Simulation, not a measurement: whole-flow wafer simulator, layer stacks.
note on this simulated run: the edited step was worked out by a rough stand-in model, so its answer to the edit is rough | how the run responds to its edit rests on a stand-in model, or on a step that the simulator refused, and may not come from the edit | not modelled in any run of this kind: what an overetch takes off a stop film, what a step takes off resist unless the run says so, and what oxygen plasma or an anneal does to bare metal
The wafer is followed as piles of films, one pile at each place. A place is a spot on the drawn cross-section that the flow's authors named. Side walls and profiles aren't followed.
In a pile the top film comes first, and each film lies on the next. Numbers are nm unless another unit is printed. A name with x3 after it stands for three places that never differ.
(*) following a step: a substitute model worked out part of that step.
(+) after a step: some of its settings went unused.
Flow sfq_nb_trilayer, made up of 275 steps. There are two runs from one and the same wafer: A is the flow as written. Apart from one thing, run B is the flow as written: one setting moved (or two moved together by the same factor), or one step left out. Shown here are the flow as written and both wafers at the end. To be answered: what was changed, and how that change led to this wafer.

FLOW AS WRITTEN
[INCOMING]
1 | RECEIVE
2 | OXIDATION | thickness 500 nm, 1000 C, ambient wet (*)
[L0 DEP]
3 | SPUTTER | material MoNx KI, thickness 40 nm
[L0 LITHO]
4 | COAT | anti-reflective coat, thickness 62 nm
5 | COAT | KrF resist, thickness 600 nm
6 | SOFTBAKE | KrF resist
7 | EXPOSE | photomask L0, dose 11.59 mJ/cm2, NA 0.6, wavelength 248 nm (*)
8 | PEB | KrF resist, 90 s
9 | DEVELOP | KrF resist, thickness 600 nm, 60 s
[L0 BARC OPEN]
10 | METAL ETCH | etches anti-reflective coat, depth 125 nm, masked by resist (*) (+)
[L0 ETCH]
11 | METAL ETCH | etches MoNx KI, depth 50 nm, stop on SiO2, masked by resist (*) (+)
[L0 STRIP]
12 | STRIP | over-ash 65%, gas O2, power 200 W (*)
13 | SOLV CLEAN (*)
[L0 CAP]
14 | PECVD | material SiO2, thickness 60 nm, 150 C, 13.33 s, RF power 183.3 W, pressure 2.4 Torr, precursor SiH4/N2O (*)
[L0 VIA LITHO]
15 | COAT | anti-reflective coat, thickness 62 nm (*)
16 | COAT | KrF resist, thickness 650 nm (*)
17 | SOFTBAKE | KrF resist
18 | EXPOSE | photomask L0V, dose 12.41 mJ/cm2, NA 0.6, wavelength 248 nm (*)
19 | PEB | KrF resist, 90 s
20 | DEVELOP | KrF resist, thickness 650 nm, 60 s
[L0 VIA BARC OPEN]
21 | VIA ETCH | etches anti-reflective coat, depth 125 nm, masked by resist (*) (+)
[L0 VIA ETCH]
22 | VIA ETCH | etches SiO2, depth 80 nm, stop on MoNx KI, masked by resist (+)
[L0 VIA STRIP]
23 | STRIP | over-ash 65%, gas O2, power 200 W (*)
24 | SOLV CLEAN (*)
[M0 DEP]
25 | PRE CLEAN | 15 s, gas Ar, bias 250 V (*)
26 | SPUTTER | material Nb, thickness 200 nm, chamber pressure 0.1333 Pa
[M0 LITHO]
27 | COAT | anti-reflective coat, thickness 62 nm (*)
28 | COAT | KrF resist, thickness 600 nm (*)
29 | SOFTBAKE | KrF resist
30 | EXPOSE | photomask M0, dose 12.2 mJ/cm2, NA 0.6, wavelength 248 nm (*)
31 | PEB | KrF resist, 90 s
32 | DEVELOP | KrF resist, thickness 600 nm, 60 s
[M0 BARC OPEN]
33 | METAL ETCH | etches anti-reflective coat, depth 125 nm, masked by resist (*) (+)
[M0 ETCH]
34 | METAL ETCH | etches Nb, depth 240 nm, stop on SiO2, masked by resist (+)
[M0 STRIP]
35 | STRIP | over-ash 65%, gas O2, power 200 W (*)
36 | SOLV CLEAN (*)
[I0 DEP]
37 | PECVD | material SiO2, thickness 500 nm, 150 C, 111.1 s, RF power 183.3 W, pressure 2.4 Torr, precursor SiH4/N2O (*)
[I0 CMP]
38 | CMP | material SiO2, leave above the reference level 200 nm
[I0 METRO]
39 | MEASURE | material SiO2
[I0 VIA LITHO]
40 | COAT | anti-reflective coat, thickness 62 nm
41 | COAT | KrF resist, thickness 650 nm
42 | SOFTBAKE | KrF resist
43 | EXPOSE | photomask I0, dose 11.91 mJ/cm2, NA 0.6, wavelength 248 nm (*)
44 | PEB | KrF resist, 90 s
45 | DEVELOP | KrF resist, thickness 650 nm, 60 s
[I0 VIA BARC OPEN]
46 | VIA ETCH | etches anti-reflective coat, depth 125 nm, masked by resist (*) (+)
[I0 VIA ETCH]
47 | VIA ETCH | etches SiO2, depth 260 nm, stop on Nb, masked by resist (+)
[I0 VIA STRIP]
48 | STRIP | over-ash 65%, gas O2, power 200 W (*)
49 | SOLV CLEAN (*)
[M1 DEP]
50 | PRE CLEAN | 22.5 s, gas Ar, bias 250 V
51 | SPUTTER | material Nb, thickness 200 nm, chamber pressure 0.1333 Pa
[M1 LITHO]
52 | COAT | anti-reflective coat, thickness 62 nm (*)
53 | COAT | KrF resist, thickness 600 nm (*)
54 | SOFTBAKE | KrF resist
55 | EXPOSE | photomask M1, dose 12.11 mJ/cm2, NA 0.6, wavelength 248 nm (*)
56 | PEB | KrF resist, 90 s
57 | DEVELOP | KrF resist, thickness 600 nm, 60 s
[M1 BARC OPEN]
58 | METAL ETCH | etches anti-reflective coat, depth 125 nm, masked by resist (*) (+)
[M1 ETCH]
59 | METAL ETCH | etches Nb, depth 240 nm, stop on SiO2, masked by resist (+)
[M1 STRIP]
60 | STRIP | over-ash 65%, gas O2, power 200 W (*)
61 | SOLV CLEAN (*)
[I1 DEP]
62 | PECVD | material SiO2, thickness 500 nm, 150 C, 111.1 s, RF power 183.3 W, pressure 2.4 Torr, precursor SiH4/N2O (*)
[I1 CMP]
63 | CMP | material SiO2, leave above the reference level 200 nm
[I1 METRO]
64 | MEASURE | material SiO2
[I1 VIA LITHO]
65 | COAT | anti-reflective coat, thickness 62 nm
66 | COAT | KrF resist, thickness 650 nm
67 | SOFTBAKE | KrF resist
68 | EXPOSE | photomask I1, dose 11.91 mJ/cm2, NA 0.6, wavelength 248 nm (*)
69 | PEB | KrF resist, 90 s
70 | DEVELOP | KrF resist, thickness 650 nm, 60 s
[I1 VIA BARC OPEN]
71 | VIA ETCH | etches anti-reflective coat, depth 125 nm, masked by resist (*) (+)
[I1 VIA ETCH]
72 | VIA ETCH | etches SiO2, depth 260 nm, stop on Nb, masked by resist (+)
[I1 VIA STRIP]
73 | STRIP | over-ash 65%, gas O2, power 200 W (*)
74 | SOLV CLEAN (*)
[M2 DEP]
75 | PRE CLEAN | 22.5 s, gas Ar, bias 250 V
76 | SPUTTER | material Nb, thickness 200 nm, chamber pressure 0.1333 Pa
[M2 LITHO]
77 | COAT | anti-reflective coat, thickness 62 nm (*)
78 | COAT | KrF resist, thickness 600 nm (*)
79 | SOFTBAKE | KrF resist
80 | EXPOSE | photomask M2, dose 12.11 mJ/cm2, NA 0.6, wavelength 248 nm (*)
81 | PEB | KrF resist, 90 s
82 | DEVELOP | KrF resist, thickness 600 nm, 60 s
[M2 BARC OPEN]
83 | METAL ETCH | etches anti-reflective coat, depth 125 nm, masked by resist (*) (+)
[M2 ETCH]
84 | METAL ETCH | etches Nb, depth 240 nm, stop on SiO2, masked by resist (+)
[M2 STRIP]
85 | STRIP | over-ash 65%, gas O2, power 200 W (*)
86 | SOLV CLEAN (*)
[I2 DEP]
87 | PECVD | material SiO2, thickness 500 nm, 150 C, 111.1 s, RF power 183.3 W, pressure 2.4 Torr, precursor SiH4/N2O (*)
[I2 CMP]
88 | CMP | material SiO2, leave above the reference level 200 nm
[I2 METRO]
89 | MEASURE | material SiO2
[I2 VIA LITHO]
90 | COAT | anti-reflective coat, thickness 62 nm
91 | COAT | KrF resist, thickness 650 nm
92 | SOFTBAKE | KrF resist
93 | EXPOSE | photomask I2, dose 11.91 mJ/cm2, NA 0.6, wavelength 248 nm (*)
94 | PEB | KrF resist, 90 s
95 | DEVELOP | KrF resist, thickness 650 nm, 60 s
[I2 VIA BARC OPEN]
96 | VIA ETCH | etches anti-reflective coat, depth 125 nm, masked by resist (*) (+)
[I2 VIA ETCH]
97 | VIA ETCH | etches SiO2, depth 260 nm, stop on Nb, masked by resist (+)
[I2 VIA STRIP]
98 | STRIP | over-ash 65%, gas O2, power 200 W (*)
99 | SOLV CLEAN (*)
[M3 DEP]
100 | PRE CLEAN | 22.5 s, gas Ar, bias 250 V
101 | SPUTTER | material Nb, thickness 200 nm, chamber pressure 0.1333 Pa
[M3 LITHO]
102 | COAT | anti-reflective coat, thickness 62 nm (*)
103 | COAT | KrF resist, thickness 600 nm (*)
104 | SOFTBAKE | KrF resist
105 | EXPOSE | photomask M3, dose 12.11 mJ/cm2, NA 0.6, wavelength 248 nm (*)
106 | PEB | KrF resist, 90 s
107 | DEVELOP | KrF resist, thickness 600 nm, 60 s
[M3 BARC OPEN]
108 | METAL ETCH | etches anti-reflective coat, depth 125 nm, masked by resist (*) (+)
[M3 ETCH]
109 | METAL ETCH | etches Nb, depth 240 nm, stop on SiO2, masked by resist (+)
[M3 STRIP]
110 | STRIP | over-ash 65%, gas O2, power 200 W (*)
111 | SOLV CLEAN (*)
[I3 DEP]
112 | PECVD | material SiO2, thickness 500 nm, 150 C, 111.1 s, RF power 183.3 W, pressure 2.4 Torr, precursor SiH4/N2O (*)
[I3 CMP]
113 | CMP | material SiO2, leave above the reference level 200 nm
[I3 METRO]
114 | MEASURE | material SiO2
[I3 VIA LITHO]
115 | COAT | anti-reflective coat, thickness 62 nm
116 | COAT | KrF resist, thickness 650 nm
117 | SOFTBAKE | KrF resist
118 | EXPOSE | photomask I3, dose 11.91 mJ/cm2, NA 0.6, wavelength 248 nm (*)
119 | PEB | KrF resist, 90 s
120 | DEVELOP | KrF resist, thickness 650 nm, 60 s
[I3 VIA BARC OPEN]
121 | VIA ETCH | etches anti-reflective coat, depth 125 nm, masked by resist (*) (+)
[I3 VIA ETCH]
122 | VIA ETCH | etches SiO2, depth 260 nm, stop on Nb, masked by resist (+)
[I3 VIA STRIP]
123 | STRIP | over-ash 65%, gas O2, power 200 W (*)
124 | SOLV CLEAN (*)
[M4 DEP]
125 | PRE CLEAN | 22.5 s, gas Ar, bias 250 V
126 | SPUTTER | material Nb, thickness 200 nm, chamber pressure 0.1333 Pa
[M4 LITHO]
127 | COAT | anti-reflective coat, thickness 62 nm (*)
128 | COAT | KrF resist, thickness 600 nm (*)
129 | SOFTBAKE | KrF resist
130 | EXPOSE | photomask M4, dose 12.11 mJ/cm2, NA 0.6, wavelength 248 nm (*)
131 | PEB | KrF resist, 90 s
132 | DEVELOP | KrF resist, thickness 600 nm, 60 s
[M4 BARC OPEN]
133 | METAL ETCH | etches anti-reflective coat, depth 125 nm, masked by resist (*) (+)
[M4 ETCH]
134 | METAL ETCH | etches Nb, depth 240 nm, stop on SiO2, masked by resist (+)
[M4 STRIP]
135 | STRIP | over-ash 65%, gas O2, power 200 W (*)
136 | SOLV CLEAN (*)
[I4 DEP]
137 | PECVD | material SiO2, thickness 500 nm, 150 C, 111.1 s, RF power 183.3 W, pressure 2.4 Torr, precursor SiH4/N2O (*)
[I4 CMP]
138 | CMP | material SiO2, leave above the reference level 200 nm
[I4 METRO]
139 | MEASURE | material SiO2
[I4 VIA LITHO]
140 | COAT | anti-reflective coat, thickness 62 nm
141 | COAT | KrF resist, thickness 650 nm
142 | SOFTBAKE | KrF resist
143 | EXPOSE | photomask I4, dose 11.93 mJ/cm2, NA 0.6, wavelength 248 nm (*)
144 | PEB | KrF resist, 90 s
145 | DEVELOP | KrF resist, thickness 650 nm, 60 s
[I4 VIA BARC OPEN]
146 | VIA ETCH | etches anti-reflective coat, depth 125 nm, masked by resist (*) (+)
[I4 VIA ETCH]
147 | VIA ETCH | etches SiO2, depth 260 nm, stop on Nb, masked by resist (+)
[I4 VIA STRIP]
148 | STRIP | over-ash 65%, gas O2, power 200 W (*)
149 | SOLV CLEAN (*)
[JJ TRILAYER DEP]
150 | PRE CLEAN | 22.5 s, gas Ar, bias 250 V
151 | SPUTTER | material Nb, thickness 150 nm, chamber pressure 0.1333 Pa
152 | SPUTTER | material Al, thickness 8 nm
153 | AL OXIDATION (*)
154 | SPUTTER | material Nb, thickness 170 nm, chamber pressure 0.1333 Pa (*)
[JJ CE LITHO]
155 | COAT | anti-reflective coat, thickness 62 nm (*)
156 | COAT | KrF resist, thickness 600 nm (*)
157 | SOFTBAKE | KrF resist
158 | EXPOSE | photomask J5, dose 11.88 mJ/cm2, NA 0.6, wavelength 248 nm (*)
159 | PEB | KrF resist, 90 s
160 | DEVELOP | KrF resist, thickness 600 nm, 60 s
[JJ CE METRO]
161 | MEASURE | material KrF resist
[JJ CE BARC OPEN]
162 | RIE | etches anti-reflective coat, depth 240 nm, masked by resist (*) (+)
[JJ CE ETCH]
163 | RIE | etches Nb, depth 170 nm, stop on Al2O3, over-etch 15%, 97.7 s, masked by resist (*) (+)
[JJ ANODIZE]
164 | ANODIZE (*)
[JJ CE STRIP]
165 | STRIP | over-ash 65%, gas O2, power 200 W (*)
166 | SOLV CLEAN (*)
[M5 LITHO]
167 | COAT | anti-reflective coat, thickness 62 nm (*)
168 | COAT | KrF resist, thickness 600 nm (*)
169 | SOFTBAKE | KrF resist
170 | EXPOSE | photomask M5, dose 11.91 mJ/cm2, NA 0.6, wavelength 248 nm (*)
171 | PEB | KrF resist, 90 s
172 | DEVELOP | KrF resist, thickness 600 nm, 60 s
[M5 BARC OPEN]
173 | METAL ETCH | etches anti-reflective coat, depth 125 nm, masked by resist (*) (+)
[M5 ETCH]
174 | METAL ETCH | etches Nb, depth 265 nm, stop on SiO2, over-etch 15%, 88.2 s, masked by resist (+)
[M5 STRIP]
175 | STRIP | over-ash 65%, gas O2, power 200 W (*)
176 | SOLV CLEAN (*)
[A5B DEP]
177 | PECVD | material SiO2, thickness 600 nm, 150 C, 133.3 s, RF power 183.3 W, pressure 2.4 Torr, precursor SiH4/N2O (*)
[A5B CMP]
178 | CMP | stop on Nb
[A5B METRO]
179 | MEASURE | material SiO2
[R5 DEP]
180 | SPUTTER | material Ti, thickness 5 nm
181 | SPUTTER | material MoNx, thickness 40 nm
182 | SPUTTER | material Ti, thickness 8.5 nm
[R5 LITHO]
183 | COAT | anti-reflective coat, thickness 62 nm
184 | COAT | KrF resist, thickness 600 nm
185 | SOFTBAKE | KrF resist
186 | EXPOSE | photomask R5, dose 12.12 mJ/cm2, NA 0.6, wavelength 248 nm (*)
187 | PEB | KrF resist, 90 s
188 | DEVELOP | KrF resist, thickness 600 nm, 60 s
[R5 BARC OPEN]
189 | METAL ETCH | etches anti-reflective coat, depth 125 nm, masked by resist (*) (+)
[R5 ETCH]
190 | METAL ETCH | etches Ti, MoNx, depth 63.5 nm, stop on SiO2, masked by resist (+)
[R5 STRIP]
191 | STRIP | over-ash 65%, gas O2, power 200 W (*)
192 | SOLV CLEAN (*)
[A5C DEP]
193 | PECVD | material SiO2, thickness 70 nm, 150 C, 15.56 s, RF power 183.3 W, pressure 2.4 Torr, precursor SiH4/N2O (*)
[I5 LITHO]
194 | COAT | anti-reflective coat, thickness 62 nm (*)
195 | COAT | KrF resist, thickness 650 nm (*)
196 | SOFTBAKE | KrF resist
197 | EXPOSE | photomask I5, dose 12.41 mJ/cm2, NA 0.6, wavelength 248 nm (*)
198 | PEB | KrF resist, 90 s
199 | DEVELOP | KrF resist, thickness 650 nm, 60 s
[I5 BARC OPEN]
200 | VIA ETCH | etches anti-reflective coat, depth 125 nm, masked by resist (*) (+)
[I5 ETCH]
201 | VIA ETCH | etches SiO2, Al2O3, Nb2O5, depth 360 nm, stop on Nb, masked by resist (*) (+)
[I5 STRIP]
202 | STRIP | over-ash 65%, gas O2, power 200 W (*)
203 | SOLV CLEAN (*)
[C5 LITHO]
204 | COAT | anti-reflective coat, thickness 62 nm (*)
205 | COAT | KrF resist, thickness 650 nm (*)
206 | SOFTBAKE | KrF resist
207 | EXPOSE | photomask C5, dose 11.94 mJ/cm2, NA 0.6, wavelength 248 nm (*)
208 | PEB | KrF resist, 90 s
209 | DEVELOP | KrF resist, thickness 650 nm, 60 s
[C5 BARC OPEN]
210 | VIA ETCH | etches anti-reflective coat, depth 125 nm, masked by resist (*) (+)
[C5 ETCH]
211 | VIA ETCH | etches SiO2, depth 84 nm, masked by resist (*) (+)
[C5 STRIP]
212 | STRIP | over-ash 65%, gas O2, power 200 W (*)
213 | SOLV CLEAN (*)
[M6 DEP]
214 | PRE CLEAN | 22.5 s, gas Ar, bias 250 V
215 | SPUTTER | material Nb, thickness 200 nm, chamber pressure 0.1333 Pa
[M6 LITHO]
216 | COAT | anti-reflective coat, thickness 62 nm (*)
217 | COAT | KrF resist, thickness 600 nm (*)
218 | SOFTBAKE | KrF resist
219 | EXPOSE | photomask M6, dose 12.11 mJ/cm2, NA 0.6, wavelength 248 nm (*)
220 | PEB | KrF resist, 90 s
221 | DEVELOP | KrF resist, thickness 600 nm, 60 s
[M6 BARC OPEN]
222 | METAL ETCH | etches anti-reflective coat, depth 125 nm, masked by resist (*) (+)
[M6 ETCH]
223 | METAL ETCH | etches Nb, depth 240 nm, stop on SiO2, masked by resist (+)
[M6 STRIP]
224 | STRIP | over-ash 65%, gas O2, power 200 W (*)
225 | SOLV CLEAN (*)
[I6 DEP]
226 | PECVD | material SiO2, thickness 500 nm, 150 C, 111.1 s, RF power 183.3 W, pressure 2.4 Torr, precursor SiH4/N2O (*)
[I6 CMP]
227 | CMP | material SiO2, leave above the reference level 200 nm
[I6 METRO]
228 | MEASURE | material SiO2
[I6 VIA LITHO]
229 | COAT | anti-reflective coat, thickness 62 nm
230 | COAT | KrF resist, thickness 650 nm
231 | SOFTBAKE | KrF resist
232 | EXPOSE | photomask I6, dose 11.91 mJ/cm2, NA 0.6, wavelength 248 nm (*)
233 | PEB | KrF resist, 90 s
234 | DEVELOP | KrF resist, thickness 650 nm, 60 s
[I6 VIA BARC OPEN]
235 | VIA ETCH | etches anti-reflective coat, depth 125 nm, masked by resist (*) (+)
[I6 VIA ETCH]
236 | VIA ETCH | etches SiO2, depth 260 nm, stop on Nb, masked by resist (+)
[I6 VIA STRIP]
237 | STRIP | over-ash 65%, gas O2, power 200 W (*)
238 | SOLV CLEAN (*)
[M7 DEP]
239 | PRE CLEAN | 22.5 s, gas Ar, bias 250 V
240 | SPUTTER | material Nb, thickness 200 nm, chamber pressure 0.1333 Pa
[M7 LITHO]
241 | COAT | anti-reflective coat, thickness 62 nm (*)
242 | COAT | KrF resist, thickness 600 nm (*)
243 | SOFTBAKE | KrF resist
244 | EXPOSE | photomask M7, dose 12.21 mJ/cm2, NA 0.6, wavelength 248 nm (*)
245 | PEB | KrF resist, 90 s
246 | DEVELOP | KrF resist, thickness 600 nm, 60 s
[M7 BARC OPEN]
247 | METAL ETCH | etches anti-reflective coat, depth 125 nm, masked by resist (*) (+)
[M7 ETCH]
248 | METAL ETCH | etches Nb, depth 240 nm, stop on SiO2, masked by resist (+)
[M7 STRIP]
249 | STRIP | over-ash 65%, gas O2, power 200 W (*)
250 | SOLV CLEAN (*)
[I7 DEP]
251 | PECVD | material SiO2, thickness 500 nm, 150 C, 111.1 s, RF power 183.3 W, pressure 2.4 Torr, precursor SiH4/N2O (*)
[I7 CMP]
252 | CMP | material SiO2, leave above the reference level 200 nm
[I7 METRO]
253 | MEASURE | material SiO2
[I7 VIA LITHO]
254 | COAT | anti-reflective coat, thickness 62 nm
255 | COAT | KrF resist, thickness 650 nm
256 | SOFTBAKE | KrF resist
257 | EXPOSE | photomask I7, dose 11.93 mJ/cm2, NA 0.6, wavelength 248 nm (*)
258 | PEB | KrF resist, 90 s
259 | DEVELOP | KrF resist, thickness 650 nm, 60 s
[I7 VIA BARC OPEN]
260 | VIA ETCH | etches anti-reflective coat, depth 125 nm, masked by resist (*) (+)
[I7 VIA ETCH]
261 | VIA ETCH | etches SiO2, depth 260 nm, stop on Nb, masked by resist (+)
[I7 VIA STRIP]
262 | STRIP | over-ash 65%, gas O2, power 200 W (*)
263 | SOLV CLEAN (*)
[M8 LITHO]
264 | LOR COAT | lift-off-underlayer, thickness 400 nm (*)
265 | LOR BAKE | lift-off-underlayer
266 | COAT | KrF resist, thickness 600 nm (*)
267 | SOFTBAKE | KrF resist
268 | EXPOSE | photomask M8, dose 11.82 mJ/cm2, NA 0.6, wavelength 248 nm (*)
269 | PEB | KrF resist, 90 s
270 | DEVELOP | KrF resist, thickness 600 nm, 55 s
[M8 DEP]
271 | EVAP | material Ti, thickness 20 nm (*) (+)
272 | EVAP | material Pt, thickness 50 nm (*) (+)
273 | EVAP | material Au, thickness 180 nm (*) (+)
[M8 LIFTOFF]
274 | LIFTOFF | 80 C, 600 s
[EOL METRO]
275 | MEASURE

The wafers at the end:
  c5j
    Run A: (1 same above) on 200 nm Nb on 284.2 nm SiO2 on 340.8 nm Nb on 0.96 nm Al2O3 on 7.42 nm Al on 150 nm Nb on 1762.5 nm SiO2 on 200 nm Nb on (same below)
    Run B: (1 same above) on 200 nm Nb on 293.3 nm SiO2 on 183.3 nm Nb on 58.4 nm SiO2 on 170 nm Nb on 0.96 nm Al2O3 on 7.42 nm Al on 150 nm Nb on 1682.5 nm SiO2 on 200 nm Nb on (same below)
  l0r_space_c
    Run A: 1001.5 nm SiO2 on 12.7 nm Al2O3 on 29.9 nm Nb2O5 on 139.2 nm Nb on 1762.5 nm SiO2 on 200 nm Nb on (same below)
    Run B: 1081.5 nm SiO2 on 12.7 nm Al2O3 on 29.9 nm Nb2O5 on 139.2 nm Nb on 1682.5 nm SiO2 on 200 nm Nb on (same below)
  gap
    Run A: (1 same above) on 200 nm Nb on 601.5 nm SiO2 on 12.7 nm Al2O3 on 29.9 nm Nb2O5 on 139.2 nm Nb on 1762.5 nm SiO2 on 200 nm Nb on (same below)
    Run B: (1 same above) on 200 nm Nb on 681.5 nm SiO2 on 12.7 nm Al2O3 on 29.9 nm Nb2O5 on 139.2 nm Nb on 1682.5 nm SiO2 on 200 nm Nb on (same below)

The reason: step 137, PECVD: thickness 320 nm was run, while the flow as written has thickness 500 nm; step 137, PECVD: 71.11 s was run, where the flow has 111.1 s.

Step by step, how the change led to this:
  137 | PECVD | material SiO2, thickness 500 nm, 150 C, 111.1 s, RF power 183.3 W, pressure 2.4 Torr, precursor SiH4/N2O (*)
      field_l, be, be_sur and 55 more: A SiO2 gains 500 | B SiO2 gains 320
      v_sur, via_wl, via_w and 35 more: A SiO2 gains 500 (new film) | B SiO2 gains 320 (new film)
      (as well as at 10 more places)
  138 | CMP | material SiO2, leave above the reference level 200 nm
      field_l, be, be_sur and 55 more: A SiO2 loses 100 | B nothing
      p3_s0, p3_s1, p3_s2, p3_s3, p3_s4, p3_s5: A SiO2 loses 157.1 | B nothing
      (as well as at 42 more places)
  140 | COAT | anti-reflective coat, thickness 62 nm
      gap, m0r_line_l, m0r_line_r, m6r_line_l, m6r_line_r, m7r_line_l, m7r_line_r: A anti-reflective coat gains 62 (new film) | B anti-reflective coat gains 63.6 (new film)
      p3_s0, p3_s1, p3_s2, p3_s3: A anti-reflective coat gains 62 (new film) | B anti-reflective coat gains 93.3 (new film)
      (as well as at 80 more places)
  141 | COAT | KrF resist, thickness 650 nm
      m0r_line_l, m0r_line_r, m6r_line_l, m6r_line_r, m7r_line_l, m7r_line_r: A KrF resist gains 650 (new film) | B KrF resist gains 665.7 (new film)
      field_l, lsp_r: A KrF resist gains 650 (new film) | B KrF resist gains 664.1 (new film)
      (as well as at 41 more places)
  145 | DEVELOP | KrF resist, thickness 650 nm, 60 s
      via_wl: A KrF resist loses 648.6 (all of it) | B KrF resist loses 615.9 (all of it)
      via_w: A KrF resist loses 648.6 (all of it) | B KrF resist loses 619.7 (all of it)
      (as well as at 1 more place)
  146 | VIA ETCH | etches anti-reflective coat, depth 125 nm, masked by resist (*) (+)
      field_l, v_sur, via_sp and 100 more: A KrF resist loses 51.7 | B KrF resist loses 46.5
      via_wl: A anti-reflective coat loses 62 (all of it), SiO2 loses 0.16 | B anti-reflective coat loses 55.9 (all of it), SiO2 loses 0.14
      (as well as at 2 more places)
  148 | STRIP | over-ash 65%, gas O2, power 200 W (*)
      m0r_line_l, m6r_line_l, m7r_line_l: A KrF resist loses 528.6 (all of it), anti-reflective coat loses 62 (all of it) | B KrF resist loses 549.5 (all of it), anti-reflective coat loses 63.6 (all of it)
      m0r_space_l, m6r_space_l, m7r_space_l: A KrF resist loses 528.6 (all of it), anti-reflective coat loses 62 (all of it) | B KrF resist loses 542.9 (all of it), anti-reflective coat loses 73.4 (all of it)
      (as well as at 86 more places)
  151 | SPUTTER | material Nb, thickness 150 nm, chamber pressure 0.1333 Pa
      be, lsp_l: A Nb gains 150 (new film) | B Nb gains 144 (new film)
      via_v: A Nb gains 150 (new film) | B Nb gains 127 (new film)
  152 | SPUTTER | material Al, thickness 8 nm
      via_v: A Al gains 8 (new film) | B Al gains 6.59 (new film)
  154 | SPUTTER | material Nb, thickness 170 nm, chamber pressure 0.1333 Pa (*)
      be, lsp_l: A Nb gains 170 (new film) | B Nb gains 162.6 (new film)
      via_v: A Nb gains 170 (new film) | B Nb gains 139.2 (new film)
  155 | COAT | anti-reflective coat, thickness 62 nm (*)
      p3_fr, wl_g_sr, m0r_space_r, m6r_space_r, m7r_space_r: A anti-reflective coat gains 62 (new film) | B anti-reflective coat gains 71.6 (new film)
      wl_a_m6, wl_a_sr, wl_b_sl, wl_b_m5: A anti-reflective coat gains 62 (new film) | B anti-reflective coat gains 60 (new film)
      (as well as at 77 more places)
  156 | COAT | KrF resist, thickness 600 nm (*)
      m0r_line_l, m6r_line_l, m7r_line_l: A KrF resist gains 600 (new film) | B KrF resist gains 614 (new film)
      m0r_line_r, m6r_line_r, m7r_line_r: A KrF resist gains 600 (new film) | B KrF resist gains 614.1 (new film)
      (as well as at 50 more places)
  160 | DEVELOP | KrF resist, thickness 600 nm, 60 s
      m0r_line_l, m6r_line_l, m7r_line_l: A KrF resist loses 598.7 (all of it) | B KrF resist loses 612.7 (all of it)
      m0r_line_r, m6r_line_r, m7r_line_r: A KrF resist loses 598.7 (all of it) | B KrF resist loses 612.8 (all of it)
      (as well as at 50 more places)
  162 | RIE | etches anti-reflective coat, depth 240 nm, masked by resist (*) (+)
      p3_fr, wl_g_sr, m0r_space_r, m6r_space_r, m7r_space_r: A anti-reflective coat loses 62 (all of it) | B anti-reflective coat loses 71.6 (all of it)
      wl_a_m6, wl_a_sr, wl_b_sl, wl_b_m5: A anti-reflective coat loses 62 (all of it) | B anti-reflective coat loses 60 (all of it)
      (as well as at 76 more places)
  163 | RIE | etches Nb, depth 170 nm, stop on Al2O3, over-etch 15%, 97.7 s, masked by resist (*) (+)
      via_v: A Nb loses 170 (all of it), Al2O3 loses 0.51 | B Nb loses 139.2 (all of it), Al2O3 loses 0.96 (all of it)
      be, lsp_l: A Nb loses 170 (all of it), Al2O3 loses 0.51 | B Nb loses 162.6 (all of it), Al2O3 loses 0.66
  164 | ANODIZE (*)
      via_v: A Al2O3 gains 12.2, Nb2O5 gains 29.9 (new film), Al loses 7.42 (all of it), Nb loses 10.8 | B Al2O3 gains 9.92 (new film), Nb2O5 gains 34.9 (new film), Al loses 6.01 (all of it), Nb loses 12.6
      lsp_r, l0_sur, l0v: A Al2O3 gains 12.2, Nb2O5 gains 29.9 (new film), Al loses 7.42 (all of it), Nb loses 10.8 | B Al2O3 gains 11.9, Nb2O5 gains 30.6 (new film), Al loses 7.22 (all of it), Nb loses 11
      (as well as at 2 more places)
  ... 46 other steps ...
  274 | LIFTOFF | 80 C, 600 s
      be: A Au loses 180 (all of it), Pt loses 50 (all of it), Ti loses 20 (all of it), KrF resist loses 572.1 (all of it), lift-off-underlayer loses 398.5 (all of it) | B Au loses 180 (all of it), Pt loses 50 (all of it), Ti loses 20 (all of it), KrF resist loses 600.7 (all of it), lift-off-underlayer loses 740.1 (all of it)
      be_sur: A Au loses 180 (all of it), Pt loses 50 (all of it), Ti loses 20 (all of it), KrF resist loses 572.6 (all of it), lift-off-underlayer loses 398.9 (all of it) | B Au loses 180 (all of it), Pt loses 50 (all of it), Ti loses 20 (all of it), KrF resist loses 582.8 (all of it), lift-off-underlayer loses 376.7 (all of it)
If metal films that touch count as one body, c5j has 5 bodies (between them, from the top down: SiO2 293.3; SiO2 58.4; Al2O3 0.96; SiO2 1682.5); the flow as written gives 4 bodies (between them, from the top down: SiO2 284.2; Al2O3 0.96; SiO2 1762.5).
